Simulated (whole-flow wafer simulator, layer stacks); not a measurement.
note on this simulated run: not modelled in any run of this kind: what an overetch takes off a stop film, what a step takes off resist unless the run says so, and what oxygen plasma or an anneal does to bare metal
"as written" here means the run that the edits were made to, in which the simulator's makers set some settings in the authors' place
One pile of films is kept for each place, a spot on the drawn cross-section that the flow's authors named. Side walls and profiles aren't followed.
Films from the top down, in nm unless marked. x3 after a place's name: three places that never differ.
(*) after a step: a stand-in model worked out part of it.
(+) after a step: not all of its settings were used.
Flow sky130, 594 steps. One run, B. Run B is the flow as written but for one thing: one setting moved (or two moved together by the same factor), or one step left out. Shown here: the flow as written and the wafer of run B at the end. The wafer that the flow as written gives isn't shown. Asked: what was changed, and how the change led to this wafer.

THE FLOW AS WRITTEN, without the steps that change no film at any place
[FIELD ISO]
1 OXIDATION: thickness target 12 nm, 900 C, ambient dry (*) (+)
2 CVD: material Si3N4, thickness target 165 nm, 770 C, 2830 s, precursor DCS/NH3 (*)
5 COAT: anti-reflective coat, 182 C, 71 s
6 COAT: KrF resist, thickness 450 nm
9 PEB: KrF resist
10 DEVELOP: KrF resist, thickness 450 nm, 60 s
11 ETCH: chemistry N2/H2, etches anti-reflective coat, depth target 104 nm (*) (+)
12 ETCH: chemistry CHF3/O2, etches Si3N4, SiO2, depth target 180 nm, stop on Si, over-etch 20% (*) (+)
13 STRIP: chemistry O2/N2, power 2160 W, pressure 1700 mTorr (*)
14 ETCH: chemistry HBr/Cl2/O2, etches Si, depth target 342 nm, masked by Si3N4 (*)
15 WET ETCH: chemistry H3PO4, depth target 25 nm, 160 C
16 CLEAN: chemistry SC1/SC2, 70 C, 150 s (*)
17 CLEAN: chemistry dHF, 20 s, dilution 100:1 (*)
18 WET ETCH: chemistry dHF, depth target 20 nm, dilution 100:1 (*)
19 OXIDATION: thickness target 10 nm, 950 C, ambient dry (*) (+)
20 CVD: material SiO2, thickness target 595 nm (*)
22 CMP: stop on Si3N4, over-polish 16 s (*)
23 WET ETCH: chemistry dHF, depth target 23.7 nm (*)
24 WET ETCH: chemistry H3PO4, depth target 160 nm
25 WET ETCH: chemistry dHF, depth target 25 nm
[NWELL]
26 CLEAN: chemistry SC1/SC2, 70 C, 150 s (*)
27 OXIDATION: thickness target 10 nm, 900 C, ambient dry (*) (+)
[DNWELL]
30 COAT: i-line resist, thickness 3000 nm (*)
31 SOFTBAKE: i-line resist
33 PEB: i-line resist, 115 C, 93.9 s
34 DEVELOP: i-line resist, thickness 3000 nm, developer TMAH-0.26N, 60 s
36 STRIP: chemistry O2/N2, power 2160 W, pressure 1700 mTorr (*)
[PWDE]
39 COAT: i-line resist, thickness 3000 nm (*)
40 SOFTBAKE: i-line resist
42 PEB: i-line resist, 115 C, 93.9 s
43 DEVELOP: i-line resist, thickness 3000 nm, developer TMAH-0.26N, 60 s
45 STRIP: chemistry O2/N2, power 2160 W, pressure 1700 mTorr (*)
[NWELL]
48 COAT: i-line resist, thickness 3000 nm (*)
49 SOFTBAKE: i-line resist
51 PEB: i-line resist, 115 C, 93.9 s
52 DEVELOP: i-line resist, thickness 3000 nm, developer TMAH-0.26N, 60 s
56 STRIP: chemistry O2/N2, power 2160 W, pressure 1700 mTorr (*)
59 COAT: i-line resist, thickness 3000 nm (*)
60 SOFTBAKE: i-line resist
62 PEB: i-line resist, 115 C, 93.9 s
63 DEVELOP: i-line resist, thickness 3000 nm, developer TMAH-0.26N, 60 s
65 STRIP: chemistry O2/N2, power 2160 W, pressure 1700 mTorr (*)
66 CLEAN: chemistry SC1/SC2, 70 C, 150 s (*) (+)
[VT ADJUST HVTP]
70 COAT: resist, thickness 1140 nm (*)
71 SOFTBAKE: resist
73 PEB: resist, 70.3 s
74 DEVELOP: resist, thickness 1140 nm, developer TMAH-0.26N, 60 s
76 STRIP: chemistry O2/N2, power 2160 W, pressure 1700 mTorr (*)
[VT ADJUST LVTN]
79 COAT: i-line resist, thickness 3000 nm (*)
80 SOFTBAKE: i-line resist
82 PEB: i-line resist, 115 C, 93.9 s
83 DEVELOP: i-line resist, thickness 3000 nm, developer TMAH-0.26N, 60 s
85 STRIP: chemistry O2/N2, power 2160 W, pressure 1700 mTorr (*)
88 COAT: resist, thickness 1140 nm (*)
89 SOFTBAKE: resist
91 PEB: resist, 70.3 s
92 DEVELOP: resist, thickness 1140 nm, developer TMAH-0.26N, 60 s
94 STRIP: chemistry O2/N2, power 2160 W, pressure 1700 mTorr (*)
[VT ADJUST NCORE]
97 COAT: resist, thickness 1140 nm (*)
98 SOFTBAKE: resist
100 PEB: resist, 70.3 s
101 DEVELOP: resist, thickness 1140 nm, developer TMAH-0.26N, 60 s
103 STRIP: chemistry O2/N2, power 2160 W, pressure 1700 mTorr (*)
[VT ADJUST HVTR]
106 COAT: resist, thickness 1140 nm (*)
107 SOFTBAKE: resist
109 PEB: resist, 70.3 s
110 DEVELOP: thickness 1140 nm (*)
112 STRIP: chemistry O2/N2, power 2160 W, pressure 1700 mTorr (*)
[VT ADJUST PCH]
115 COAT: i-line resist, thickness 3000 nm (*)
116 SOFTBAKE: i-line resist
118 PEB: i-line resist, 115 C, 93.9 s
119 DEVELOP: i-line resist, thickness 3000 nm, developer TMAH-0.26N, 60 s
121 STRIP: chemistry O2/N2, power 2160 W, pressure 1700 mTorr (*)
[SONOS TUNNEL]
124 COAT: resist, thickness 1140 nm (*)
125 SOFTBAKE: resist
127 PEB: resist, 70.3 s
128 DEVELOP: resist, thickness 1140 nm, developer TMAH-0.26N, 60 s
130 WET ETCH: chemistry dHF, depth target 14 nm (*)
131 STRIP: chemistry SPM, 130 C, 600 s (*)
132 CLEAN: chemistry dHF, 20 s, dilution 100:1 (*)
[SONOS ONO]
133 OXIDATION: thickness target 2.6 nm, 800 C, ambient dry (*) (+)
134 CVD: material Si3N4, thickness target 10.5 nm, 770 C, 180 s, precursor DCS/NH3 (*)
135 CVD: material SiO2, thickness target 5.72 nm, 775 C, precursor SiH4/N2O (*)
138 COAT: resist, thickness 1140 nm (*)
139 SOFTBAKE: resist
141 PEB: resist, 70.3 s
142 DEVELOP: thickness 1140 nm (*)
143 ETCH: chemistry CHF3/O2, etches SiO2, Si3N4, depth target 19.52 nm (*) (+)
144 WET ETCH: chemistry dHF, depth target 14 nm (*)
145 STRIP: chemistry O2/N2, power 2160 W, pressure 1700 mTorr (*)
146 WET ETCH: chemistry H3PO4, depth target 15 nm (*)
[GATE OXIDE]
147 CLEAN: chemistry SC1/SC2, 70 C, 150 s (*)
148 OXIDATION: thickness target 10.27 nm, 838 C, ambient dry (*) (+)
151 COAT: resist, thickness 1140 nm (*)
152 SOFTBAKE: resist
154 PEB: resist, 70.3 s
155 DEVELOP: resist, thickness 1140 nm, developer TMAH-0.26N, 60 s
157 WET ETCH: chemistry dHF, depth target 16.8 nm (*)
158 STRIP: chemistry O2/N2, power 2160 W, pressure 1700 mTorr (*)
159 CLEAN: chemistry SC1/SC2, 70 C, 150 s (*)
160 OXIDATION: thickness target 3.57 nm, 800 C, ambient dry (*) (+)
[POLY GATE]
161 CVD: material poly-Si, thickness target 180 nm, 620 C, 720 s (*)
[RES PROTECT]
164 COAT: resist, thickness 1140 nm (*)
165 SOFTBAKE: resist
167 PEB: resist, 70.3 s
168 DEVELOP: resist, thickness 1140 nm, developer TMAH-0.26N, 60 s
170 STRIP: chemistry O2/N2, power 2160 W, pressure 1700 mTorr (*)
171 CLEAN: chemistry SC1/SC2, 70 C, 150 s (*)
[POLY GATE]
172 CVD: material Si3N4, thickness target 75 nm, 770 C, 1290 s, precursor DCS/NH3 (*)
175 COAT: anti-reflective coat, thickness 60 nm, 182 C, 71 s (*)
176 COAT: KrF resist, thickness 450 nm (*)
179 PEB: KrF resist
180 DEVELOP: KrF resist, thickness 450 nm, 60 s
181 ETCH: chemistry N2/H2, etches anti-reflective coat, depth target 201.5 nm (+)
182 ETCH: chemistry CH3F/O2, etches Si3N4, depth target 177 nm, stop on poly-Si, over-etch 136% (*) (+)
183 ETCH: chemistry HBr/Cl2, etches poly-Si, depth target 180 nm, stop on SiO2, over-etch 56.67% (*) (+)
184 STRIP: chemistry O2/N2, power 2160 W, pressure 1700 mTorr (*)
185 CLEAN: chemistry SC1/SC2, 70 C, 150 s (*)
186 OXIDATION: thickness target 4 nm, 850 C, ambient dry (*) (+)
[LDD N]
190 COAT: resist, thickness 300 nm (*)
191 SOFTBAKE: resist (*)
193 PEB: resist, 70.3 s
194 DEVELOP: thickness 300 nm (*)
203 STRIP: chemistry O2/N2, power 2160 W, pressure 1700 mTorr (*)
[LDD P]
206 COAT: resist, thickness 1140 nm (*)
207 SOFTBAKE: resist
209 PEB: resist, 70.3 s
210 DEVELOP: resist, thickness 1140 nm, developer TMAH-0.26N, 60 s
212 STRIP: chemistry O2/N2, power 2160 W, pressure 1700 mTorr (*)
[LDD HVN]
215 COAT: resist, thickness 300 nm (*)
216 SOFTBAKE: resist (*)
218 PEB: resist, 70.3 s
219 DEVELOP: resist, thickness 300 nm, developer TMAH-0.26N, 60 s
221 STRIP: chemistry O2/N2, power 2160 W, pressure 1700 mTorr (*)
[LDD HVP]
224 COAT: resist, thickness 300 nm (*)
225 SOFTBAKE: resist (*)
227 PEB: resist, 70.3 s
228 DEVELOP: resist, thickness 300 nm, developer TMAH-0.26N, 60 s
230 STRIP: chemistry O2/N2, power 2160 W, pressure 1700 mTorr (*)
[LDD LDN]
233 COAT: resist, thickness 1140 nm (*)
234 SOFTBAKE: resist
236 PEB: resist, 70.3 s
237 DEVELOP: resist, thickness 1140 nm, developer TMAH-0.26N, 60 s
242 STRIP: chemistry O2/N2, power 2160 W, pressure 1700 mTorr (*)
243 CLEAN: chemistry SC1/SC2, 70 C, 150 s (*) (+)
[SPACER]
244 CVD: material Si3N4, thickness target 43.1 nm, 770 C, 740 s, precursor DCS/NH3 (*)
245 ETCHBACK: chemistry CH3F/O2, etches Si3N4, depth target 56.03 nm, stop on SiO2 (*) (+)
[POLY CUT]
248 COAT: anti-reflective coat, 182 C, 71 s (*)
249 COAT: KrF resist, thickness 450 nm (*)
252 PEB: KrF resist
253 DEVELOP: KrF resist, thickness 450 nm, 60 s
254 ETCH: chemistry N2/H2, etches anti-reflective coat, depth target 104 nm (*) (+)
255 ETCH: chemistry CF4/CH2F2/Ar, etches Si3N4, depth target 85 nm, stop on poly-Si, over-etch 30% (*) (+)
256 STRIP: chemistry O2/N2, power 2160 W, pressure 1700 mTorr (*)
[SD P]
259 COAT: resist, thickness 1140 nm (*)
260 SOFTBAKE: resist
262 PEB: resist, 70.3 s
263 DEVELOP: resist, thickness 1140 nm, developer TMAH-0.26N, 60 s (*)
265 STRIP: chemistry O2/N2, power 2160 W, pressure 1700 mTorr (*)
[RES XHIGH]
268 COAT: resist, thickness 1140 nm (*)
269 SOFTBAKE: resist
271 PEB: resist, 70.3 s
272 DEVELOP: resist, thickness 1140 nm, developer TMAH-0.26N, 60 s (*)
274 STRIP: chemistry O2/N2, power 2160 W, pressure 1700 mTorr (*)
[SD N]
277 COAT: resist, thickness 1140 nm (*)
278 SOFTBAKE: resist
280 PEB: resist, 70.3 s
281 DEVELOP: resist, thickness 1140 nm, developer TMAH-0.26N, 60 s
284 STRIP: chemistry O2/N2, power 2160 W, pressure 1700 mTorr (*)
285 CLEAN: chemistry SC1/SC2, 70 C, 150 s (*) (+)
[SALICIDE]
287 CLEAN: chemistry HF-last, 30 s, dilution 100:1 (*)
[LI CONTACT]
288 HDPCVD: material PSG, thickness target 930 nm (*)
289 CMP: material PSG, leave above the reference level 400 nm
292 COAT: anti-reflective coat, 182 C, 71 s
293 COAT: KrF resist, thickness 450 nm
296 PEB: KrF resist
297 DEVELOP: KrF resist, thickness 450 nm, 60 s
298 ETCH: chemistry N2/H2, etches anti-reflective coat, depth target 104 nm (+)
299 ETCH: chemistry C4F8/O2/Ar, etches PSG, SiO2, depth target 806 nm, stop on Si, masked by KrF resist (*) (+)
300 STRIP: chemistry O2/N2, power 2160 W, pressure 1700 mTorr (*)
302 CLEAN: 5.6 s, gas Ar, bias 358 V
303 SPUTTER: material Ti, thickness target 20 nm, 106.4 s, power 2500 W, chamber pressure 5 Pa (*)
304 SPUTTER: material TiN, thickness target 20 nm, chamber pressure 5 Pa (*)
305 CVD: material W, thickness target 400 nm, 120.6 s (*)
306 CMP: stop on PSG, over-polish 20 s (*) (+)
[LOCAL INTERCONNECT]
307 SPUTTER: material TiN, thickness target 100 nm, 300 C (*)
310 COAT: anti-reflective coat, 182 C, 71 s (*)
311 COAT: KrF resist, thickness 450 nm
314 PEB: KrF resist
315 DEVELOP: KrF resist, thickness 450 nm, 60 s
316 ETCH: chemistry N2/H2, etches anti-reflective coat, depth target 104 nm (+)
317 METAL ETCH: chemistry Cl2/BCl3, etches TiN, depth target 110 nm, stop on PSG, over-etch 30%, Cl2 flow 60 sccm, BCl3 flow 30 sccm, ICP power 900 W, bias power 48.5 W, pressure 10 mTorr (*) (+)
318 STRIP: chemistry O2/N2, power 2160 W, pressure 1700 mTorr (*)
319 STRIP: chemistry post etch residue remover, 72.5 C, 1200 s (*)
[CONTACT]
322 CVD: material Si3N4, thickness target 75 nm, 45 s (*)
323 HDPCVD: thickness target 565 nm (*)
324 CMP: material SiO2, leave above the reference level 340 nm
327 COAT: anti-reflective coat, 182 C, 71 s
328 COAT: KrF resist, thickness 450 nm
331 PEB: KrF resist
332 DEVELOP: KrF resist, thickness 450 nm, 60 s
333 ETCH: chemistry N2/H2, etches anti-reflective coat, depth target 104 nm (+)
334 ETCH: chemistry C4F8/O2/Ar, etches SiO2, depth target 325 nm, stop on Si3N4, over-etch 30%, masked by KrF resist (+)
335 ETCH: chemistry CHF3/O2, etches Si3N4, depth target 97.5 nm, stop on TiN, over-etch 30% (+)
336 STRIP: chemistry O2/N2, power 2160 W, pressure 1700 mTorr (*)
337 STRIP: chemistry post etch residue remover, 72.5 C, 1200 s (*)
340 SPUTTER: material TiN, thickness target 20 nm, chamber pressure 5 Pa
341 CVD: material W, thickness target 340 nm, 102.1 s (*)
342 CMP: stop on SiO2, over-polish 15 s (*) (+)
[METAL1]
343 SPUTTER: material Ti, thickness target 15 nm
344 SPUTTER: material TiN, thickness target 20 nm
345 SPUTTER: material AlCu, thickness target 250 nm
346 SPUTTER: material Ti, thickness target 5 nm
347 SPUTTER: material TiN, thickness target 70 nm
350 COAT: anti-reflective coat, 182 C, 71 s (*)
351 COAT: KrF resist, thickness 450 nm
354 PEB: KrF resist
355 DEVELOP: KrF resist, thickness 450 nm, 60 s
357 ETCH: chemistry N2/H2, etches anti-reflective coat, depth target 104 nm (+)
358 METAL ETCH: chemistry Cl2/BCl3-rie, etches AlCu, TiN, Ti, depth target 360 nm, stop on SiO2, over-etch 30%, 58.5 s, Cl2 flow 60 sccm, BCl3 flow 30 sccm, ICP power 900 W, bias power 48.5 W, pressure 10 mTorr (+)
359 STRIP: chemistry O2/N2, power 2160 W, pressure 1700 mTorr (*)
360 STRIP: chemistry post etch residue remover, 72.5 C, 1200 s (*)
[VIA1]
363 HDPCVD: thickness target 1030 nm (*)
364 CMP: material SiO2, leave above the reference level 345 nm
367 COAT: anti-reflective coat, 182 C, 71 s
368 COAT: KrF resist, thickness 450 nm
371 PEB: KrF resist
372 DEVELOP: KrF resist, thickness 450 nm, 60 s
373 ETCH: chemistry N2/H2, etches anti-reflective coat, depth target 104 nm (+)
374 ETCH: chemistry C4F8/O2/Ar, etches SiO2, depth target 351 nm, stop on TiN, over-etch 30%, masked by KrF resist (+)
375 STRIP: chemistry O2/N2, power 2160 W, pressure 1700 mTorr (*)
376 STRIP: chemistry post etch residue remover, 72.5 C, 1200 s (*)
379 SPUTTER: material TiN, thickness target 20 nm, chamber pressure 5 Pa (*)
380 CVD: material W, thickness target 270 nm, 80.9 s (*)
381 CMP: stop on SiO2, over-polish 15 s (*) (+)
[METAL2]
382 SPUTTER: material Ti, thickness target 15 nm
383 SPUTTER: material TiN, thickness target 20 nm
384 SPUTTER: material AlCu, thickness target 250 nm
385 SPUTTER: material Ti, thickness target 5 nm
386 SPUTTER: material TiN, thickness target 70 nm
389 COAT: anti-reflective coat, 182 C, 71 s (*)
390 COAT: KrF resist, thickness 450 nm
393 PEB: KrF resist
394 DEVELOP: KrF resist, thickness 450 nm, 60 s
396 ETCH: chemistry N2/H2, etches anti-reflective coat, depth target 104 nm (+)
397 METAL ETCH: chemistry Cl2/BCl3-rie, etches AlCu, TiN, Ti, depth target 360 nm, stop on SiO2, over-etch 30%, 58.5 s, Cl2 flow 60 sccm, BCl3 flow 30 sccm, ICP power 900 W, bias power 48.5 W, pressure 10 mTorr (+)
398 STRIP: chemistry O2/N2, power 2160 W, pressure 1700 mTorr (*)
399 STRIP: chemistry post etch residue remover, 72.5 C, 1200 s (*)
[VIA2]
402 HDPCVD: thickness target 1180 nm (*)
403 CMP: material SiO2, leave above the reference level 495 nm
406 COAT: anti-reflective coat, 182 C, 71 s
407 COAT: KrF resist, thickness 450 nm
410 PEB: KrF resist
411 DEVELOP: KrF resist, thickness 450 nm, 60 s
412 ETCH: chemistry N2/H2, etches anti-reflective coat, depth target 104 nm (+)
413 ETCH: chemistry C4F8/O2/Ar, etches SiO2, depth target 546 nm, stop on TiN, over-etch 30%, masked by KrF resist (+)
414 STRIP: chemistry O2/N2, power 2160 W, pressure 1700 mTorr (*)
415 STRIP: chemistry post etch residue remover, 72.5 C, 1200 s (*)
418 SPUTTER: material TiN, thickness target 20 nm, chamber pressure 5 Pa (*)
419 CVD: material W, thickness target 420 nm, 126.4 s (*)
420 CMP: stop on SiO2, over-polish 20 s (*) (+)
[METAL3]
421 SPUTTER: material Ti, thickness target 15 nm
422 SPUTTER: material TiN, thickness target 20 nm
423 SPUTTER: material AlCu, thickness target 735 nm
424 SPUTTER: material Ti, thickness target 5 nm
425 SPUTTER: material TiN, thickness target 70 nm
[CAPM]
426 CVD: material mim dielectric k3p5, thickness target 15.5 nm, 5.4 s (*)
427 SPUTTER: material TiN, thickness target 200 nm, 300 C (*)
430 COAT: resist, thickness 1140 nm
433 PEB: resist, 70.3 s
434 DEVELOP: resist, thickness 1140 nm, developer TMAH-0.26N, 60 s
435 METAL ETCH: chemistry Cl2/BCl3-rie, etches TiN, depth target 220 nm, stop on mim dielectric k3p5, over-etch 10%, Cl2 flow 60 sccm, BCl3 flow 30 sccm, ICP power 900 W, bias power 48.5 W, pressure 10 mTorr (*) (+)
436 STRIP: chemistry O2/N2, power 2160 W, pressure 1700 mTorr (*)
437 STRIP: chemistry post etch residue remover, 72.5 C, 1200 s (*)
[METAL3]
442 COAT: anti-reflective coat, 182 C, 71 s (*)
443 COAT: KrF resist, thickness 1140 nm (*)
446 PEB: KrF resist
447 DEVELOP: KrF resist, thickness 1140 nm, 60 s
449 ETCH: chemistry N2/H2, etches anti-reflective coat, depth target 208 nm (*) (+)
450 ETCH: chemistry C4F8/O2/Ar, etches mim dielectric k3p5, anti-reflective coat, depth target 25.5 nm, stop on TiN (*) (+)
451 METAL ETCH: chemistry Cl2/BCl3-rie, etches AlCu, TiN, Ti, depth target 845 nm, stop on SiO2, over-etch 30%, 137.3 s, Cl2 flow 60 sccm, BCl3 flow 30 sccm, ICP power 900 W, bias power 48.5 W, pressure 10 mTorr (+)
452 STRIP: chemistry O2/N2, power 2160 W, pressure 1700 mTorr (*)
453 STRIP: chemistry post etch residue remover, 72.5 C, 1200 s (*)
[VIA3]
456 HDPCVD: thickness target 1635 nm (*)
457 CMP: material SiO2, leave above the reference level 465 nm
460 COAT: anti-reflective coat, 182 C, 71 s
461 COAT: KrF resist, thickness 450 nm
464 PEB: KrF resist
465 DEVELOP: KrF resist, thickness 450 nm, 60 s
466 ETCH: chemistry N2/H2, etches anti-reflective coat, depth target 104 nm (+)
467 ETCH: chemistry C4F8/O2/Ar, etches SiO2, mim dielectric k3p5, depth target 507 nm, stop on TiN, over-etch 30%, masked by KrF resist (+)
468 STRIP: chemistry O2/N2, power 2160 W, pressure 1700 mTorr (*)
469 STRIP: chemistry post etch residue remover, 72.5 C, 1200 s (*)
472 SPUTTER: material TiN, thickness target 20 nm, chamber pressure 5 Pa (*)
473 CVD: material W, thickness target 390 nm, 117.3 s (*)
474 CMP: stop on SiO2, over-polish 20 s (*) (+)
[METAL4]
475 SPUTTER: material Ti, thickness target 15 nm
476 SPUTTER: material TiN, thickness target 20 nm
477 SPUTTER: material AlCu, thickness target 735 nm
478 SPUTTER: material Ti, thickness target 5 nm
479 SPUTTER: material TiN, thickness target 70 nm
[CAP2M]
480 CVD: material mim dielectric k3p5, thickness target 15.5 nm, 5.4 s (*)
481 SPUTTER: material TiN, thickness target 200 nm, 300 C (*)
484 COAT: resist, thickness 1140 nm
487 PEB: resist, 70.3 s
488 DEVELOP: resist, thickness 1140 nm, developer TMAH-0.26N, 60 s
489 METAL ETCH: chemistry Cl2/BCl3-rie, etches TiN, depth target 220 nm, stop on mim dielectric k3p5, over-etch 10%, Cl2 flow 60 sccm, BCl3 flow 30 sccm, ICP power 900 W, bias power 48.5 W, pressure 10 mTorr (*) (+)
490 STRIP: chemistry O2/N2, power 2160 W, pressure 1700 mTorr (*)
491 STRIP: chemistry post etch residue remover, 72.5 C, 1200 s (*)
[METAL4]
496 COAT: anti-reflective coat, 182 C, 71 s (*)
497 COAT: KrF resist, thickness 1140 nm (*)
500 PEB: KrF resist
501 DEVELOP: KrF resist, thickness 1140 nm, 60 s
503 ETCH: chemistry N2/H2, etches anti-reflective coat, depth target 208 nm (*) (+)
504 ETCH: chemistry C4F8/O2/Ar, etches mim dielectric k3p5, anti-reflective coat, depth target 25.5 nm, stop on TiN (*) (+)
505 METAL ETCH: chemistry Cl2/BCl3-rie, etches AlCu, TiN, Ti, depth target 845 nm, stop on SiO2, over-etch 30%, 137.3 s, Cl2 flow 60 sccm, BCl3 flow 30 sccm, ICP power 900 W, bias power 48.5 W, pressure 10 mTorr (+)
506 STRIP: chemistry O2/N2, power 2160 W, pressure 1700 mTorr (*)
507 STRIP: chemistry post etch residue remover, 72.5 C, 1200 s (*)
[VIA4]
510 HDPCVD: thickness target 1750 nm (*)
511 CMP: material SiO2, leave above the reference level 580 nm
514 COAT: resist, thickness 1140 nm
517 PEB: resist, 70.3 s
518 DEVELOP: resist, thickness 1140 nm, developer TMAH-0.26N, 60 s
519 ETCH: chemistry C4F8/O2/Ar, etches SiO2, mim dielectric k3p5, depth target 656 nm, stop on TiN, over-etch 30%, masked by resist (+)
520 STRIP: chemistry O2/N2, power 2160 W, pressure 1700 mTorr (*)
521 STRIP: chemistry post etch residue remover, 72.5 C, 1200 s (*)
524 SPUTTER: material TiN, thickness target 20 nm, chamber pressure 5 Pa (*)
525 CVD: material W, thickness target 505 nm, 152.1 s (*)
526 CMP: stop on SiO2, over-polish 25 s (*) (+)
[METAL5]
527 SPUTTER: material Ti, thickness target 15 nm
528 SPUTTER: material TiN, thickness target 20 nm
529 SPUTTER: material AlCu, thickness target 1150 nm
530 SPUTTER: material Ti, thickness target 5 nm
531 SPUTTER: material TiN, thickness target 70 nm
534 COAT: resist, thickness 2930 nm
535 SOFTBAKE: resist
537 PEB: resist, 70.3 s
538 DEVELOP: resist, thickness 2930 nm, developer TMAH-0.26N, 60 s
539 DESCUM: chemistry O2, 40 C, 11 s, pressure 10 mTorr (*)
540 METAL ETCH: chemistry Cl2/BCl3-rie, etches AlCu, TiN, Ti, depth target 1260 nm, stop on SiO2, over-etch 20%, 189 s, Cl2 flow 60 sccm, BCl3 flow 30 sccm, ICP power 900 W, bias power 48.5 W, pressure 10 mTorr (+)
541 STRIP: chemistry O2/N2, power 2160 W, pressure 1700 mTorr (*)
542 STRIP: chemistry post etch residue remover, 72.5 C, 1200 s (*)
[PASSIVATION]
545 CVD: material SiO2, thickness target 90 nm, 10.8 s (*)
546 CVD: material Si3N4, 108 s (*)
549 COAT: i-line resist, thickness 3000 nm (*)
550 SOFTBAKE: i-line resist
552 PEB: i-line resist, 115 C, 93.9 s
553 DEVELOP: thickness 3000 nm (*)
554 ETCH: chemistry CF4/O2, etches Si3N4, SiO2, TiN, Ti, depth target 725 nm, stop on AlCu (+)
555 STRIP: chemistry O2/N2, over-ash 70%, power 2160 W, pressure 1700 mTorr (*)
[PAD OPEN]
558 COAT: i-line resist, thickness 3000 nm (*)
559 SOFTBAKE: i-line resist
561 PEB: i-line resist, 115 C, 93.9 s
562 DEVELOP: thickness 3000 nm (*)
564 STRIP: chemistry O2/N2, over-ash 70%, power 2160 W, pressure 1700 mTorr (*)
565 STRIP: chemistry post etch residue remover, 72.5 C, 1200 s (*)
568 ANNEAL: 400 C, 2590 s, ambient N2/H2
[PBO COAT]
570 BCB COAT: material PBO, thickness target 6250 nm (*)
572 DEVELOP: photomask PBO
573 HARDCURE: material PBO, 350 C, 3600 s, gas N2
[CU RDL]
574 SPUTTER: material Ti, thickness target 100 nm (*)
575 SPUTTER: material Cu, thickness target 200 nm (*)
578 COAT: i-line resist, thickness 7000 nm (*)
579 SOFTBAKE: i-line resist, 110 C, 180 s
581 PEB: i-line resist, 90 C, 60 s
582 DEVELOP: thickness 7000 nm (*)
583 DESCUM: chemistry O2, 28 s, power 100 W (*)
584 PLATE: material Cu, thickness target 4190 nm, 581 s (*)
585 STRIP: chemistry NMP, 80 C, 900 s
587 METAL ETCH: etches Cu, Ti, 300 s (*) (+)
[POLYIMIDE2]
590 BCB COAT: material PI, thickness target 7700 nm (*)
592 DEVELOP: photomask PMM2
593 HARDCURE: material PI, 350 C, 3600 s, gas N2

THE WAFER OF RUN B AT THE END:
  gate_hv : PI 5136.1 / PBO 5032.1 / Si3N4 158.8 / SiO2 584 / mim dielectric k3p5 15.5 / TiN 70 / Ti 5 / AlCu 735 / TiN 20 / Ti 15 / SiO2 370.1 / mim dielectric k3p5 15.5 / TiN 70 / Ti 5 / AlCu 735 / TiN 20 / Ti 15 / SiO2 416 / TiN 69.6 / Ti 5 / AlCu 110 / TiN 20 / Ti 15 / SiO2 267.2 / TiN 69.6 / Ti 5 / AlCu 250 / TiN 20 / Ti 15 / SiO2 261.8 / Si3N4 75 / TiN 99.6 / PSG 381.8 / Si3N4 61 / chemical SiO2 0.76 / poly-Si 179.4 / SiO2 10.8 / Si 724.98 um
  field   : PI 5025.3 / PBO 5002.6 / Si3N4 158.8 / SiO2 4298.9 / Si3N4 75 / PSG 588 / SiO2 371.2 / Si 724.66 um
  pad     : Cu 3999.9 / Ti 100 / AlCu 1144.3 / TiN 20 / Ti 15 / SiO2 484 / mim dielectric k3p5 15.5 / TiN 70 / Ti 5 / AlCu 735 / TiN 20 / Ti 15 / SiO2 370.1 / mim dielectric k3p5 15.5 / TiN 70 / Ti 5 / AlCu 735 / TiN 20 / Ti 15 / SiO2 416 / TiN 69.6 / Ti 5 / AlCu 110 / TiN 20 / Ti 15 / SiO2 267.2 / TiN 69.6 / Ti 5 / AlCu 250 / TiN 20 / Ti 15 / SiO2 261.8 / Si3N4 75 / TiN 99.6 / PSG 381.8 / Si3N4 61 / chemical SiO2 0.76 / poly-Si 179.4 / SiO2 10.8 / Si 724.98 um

The cause: step 384, SPUTTER: thickness target 110 nm was run, where the flow has thickness target 250 nm.
It can be read off the wafer: gate_hv has AlCu 110, and step 384 as written asks for 250 nm.

How the change led to this, step by step:
  384 SPUTTER: material AlCu, thickness target 250 nm
      field, active, n_well and 188 more: AlCu +110 (new film) (as written it would be: AlCu +250 (new film))
  397 METAL ETCH: chemistry Cl2/BCl3-rie, etches AlCu, TiN, Ti, depth target 360 nm, stop on SiO2, over-etch 30%, 58.5 s, Cl2 flow 60 sccm, BCl3 flow 30 sccm, ICP power 900 W, bias power 48.5 W, pressure 10 mTorr (+)
      field, active, gate and 82 more: TiN -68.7 (all of it), Ti -5 (all of it), AlCu -110 (all of it), TiN -20 (all of it), Ti -15 (all of it), SiO2 -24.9 (as written it would be: TiN -68.7 (all of it), Ti -5 (all of it), AlCu -250 (all of it), TiN -20 (all of it), Ti -15 (all of it), SiO2 -10.9)
  403 CMP: material SiO2, leave above the reference level 495 nm
      field, active, gate and 82 more: SiO2 -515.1 (as written it would be: SiO2 -389.1)
